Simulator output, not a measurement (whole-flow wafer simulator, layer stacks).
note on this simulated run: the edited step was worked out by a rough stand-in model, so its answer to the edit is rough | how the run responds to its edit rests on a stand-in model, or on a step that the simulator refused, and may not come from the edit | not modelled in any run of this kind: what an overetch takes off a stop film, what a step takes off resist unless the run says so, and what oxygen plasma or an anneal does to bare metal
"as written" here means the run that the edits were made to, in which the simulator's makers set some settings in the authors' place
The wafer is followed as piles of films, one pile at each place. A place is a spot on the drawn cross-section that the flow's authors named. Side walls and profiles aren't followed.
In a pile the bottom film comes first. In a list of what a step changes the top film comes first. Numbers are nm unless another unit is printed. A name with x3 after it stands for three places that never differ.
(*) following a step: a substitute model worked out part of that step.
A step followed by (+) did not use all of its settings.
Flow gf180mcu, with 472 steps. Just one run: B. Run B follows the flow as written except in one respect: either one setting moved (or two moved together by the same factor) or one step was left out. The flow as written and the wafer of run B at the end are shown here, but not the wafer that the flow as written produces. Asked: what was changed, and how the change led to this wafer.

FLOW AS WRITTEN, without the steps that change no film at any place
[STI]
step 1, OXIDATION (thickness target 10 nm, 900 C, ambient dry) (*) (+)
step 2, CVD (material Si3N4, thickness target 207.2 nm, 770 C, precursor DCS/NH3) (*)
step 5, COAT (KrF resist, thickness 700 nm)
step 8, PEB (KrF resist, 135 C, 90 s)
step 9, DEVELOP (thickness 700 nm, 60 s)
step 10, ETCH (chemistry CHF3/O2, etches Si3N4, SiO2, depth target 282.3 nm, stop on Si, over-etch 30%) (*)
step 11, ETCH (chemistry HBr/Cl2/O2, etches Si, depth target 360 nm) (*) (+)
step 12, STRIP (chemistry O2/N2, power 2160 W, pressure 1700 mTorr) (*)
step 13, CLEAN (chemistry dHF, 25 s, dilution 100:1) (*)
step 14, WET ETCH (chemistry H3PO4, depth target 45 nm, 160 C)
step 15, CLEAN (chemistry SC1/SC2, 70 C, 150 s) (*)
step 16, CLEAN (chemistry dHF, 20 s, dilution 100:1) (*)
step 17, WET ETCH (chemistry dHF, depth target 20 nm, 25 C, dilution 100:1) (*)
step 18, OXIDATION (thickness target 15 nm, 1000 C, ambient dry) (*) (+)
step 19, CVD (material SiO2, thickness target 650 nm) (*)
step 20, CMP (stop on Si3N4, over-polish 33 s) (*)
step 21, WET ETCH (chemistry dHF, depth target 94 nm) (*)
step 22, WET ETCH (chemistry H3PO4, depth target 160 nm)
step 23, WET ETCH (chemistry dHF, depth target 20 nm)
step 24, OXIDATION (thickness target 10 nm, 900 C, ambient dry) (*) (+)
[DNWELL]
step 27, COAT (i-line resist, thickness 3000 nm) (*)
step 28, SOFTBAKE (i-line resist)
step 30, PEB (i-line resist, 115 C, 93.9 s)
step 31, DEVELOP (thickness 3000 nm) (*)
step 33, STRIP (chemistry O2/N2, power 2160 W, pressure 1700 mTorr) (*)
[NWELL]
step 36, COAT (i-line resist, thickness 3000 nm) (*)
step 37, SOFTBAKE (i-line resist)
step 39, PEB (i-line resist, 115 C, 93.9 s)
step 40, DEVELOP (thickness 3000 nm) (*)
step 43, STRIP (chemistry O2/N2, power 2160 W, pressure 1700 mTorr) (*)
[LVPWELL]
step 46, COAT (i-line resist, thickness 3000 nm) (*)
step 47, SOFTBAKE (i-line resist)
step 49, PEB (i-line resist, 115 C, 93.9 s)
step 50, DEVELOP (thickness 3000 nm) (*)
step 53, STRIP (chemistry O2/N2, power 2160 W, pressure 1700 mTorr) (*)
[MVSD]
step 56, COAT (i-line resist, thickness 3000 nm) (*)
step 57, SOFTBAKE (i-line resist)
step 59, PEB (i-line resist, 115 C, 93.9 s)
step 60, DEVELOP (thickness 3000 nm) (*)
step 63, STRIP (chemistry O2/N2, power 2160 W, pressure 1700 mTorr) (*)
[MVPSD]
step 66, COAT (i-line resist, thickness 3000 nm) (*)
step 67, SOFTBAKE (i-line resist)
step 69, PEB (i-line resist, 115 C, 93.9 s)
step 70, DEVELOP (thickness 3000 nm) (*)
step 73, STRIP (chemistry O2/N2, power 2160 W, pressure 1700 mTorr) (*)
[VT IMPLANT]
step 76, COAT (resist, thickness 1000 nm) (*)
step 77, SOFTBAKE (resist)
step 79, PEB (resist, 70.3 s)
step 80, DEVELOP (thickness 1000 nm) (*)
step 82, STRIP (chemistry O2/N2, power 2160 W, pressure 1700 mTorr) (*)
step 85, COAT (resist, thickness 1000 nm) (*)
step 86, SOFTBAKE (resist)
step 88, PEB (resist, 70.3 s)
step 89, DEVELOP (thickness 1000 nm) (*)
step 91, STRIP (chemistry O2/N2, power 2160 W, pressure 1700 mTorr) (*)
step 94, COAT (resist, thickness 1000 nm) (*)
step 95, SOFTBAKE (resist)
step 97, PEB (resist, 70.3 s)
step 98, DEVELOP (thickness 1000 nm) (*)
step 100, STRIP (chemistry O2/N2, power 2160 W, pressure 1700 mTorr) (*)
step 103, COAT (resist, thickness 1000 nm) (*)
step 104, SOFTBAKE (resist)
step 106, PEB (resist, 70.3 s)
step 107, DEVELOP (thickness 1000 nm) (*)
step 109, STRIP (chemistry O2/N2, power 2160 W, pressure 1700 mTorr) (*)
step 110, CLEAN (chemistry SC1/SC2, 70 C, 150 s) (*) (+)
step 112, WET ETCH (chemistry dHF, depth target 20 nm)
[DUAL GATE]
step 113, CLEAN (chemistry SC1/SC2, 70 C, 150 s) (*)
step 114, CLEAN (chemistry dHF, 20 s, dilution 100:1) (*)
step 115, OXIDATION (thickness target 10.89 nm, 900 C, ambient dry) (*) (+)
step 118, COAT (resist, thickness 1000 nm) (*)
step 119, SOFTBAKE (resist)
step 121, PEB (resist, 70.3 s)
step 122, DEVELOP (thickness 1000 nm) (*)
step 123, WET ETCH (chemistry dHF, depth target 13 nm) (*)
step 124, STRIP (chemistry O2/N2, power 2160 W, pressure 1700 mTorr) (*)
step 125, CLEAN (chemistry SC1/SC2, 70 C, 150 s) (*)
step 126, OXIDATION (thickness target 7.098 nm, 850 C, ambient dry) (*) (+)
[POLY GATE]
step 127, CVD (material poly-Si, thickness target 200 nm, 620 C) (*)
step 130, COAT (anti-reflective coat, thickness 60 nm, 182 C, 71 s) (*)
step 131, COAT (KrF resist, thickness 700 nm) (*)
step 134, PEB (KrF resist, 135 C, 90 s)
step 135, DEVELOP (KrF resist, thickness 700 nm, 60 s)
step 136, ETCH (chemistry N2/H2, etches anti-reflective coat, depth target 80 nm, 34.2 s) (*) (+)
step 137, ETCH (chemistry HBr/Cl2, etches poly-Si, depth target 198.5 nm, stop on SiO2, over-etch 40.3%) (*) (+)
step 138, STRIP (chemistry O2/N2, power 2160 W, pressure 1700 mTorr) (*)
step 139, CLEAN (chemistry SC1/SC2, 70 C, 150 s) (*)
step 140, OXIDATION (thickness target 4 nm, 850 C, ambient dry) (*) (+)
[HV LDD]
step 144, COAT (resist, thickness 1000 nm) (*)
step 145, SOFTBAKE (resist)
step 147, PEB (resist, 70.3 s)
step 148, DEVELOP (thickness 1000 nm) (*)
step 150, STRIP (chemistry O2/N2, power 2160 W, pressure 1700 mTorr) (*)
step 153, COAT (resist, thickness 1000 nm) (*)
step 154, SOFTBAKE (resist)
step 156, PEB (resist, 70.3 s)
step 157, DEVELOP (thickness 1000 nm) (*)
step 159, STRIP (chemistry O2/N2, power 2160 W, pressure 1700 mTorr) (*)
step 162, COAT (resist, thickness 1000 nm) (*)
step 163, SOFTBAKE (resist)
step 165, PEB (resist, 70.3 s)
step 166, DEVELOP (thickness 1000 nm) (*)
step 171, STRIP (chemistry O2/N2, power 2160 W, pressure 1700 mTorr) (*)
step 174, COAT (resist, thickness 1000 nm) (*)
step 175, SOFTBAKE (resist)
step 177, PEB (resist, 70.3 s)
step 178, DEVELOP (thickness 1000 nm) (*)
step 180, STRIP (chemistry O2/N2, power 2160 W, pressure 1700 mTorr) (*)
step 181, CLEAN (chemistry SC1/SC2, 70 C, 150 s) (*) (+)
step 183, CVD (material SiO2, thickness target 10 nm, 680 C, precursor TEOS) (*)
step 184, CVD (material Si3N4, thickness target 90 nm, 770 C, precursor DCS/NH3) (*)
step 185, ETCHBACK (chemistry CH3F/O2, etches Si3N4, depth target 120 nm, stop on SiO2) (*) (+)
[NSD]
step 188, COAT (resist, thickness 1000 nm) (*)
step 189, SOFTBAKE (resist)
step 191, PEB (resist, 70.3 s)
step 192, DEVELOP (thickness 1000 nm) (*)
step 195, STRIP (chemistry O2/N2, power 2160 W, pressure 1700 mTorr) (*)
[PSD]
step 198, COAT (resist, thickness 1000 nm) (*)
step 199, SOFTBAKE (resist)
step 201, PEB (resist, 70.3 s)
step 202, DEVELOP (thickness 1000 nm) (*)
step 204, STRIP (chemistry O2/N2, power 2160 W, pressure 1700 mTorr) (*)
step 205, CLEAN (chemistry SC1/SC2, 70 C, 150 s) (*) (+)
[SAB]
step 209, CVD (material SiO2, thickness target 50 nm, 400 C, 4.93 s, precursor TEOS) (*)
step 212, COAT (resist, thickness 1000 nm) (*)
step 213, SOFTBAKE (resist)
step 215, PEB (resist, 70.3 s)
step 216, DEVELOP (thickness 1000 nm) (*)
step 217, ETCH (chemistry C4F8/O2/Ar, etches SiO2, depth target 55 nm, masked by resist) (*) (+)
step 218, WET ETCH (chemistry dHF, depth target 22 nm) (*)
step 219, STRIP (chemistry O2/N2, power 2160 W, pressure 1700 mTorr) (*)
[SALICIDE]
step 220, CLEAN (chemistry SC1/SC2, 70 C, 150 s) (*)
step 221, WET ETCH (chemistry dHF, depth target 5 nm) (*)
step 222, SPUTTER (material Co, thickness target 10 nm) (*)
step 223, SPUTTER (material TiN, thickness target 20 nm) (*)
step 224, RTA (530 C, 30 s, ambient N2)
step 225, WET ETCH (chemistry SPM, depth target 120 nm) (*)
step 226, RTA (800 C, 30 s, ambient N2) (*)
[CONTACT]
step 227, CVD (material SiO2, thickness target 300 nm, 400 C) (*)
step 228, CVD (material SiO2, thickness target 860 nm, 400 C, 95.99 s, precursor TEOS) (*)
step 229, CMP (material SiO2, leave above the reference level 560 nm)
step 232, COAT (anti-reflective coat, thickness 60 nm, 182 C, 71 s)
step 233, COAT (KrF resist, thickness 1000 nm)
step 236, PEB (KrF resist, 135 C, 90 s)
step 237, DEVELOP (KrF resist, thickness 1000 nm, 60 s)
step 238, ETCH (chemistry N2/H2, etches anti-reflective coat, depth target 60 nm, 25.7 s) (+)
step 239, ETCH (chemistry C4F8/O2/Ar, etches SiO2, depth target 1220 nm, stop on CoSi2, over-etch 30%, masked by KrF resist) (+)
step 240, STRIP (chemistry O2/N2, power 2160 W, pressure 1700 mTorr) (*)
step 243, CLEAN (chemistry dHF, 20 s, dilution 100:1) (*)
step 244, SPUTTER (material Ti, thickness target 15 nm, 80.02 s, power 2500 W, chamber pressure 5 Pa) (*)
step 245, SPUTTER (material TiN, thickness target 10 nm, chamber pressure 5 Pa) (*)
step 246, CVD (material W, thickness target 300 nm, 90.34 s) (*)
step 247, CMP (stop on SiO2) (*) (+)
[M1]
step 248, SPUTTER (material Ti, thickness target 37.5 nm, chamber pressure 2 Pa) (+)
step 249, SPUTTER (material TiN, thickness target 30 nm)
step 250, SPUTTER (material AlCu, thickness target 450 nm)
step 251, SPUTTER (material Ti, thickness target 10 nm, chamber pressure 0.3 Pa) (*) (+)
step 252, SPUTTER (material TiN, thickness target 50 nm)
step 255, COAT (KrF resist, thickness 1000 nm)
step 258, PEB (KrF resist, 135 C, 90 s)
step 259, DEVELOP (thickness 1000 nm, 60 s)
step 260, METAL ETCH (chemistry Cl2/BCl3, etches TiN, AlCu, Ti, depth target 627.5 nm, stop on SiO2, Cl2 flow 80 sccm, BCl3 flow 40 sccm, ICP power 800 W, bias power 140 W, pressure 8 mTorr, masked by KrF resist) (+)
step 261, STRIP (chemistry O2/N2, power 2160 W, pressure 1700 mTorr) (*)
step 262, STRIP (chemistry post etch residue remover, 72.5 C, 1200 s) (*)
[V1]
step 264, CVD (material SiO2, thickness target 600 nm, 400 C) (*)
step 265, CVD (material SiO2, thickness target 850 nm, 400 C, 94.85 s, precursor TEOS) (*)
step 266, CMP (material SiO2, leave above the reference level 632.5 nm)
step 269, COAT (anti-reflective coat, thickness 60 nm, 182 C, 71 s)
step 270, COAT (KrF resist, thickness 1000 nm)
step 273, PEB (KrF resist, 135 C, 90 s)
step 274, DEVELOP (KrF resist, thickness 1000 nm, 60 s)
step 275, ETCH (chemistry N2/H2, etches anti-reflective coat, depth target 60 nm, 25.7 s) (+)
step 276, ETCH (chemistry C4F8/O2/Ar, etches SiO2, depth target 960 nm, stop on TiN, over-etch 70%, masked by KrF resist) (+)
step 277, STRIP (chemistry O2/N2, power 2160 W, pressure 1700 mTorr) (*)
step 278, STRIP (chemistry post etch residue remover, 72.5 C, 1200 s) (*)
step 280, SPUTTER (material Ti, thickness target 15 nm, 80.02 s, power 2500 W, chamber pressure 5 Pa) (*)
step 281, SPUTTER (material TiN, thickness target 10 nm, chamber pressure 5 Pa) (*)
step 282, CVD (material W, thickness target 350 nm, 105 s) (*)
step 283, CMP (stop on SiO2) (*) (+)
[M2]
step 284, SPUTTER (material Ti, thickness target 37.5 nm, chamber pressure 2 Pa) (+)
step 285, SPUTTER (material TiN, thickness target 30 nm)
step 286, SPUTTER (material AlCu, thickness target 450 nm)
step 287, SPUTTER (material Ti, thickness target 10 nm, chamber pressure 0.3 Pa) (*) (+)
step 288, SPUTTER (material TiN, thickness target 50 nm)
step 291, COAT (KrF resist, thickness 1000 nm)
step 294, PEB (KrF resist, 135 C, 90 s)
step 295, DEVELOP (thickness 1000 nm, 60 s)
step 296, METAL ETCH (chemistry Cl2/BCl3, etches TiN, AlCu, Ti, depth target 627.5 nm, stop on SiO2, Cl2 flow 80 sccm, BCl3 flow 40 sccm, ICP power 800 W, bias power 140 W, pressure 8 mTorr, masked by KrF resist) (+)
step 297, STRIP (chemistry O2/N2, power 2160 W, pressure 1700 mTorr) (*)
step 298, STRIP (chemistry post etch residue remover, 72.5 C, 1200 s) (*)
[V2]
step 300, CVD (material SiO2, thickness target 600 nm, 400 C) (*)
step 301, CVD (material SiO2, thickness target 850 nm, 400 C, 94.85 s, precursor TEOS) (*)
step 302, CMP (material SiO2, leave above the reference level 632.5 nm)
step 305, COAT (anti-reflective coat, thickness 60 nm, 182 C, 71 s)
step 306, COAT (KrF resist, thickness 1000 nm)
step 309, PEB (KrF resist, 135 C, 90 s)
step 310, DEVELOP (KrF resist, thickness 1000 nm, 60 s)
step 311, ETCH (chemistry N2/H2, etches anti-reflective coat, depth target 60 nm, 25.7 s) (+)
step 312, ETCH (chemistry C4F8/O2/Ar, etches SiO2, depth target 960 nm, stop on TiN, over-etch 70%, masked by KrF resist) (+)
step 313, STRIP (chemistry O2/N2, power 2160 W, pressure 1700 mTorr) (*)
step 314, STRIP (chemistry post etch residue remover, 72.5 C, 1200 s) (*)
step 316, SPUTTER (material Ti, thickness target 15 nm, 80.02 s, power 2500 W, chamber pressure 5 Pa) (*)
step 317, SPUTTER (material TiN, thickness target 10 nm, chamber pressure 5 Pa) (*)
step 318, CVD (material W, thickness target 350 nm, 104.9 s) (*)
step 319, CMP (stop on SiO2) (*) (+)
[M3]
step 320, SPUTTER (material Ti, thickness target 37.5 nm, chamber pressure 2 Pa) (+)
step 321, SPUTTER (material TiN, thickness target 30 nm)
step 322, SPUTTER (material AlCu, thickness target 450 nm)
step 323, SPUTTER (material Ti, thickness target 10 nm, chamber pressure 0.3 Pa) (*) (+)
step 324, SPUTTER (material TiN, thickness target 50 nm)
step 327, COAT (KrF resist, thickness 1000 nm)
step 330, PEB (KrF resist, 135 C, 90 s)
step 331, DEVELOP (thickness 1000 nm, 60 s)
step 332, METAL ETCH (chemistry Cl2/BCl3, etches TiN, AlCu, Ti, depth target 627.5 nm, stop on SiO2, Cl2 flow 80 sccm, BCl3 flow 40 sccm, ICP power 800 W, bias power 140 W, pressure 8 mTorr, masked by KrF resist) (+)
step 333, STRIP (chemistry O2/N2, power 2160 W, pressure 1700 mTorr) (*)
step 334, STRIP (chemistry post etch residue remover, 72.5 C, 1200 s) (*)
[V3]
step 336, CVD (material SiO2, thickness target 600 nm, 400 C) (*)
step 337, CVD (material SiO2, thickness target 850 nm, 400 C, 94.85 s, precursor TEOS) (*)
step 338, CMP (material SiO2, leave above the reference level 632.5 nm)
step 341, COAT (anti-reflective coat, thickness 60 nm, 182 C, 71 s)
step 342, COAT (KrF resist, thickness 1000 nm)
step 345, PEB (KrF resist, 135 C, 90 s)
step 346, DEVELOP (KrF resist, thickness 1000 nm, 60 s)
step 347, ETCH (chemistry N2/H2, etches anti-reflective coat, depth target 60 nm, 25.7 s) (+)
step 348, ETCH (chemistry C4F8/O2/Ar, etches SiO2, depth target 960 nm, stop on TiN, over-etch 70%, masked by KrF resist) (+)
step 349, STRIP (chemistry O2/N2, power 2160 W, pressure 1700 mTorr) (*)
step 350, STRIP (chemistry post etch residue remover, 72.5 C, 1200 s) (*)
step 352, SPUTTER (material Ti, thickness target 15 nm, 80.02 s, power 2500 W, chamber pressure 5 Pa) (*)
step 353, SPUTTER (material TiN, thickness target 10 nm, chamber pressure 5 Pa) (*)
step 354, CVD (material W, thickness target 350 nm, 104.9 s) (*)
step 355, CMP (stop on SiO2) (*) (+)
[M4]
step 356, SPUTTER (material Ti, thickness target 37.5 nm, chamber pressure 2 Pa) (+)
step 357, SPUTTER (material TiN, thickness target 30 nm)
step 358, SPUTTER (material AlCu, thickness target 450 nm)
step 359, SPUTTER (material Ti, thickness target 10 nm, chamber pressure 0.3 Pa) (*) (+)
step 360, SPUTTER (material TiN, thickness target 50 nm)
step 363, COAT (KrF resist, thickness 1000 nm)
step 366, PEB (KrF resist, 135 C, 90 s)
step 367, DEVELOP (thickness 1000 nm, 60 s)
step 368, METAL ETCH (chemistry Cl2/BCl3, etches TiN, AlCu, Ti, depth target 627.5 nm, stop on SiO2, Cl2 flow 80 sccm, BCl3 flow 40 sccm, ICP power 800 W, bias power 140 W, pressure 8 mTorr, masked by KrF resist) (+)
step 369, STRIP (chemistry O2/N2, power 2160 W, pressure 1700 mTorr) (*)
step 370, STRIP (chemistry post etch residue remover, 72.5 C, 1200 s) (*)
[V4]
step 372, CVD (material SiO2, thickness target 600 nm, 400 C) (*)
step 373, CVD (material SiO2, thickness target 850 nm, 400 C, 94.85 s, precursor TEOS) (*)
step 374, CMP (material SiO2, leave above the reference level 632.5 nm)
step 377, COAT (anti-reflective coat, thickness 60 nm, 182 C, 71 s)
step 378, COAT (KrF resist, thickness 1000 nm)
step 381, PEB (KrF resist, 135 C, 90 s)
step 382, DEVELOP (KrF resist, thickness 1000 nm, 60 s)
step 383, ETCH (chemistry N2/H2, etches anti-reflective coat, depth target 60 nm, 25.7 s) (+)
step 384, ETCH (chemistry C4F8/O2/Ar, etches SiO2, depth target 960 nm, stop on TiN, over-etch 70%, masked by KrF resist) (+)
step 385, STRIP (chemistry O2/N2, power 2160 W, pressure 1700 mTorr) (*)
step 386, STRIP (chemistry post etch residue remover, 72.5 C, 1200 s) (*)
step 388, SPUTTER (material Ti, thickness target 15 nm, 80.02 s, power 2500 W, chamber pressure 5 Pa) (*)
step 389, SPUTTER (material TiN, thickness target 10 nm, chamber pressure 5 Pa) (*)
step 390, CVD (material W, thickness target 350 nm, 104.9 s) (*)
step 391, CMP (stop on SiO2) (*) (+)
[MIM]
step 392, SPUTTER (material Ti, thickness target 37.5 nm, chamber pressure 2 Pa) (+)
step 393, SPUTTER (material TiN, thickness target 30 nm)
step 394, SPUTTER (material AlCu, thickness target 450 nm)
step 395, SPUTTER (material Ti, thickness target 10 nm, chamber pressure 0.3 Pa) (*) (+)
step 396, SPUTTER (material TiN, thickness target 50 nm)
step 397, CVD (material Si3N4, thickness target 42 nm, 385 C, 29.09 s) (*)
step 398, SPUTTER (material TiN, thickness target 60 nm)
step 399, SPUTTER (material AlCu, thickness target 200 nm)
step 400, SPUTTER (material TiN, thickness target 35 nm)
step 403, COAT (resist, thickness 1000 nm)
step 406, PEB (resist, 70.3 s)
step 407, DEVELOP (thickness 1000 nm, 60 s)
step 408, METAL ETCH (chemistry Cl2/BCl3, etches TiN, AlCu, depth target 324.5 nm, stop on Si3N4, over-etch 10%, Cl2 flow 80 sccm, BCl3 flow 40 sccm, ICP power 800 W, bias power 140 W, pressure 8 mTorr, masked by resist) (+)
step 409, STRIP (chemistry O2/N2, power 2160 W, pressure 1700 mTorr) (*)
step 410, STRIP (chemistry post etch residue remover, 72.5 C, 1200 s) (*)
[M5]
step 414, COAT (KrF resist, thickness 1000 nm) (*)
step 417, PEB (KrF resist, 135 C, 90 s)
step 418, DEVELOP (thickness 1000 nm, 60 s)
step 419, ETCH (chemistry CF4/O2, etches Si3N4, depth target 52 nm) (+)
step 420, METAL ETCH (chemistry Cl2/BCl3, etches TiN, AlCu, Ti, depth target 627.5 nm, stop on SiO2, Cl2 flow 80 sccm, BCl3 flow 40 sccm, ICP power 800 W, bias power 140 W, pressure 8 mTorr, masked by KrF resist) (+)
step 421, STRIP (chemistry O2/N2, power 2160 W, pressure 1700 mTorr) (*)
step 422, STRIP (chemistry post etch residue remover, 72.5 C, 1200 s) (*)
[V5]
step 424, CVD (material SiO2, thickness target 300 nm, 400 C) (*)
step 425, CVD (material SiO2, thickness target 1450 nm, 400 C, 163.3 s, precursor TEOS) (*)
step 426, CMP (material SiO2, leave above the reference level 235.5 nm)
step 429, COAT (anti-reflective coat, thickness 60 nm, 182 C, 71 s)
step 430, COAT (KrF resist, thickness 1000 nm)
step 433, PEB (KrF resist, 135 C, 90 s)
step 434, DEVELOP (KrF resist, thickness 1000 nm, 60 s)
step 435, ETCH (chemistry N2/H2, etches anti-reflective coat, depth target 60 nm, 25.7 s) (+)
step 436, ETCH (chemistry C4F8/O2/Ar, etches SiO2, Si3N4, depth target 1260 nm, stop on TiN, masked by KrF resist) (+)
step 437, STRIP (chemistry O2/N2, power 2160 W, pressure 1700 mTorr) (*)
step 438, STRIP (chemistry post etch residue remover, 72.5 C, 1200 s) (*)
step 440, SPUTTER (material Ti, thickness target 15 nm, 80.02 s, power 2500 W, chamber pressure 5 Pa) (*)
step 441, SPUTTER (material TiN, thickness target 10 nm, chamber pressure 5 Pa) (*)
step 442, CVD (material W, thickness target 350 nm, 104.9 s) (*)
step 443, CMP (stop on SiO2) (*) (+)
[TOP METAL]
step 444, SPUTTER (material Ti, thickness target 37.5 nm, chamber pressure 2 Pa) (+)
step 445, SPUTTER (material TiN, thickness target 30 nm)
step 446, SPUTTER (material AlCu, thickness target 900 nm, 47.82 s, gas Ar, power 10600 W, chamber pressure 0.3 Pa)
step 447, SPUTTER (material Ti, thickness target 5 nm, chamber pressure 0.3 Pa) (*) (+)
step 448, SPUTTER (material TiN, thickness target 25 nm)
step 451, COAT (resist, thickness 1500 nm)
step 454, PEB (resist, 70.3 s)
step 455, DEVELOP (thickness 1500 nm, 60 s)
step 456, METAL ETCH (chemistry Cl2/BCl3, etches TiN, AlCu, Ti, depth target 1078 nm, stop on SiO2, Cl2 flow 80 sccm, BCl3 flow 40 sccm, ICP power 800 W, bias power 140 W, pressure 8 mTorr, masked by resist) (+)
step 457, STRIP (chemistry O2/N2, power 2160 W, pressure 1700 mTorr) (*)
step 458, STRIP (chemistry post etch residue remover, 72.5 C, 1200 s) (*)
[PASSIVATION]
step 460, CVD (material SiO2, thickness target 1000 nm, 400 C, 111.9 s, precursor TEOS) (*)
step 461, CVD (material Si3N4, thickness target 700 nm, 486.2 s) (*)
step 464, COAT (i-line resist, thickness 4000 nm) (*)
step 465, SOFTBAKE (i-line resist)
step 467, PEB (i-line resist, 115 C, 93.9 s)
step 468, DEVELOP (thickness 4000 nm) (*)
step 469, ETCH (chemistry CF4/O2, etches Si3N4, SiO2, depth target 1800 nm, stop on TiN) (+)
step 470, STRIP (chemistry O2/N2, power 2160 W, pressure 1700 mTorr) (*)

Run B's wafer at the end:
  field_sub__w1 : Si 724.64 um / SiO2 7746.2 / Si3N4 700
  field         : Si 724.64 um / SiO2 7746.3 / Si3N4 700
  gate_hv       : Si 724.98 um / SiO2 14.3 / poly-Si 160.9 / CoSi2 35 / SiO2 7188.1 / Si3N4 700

Cause: step 460, CVD: thickness target 510 nm was run, though the flow has thickness target 1000 nm; step 460, CVD: 57.09 s was run, where the flow has 111.9 s.

The path from the change to this, step by step:
  step 460, CVD (material SiO2, thickness target 1000 nm, 400 C, 111.9 s, precursor TEOS) (*)
      field, field__w1, field__w2 and 103 more: SiO2 gains 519 (in the flow as written it would be: SiO2 gains 1000)
      field__w8, contact, m1, m1__w1, pad, m1_nw: SiO2 gains 519 (new film) (in the flow as written it would be: SiO2 gains 1000 (new film))
  step 465, SOFTBAKE (i-line resist)
      gate: i-line resist loses 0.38 (in the flow as written it would be: i-line resist gains 1.79)
      field__w11, field__w13: i-line resist gains 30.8 (in the flow as written it would be: i-line resist gains 37.6)
      (and at 58 other places as well)
  step 469, ETCH (chemistry CF4/O2, etches Si3N4, SiO2, depth target 1800 nm, stop on TiN) (+)
      pad: Si3N4 loses 700 (all of it), SiO2 loses 519 (all of it) (in the flow as written it would be: Si3N4 loses 700 (all of it), SiO2 loses 1000 (all of it))
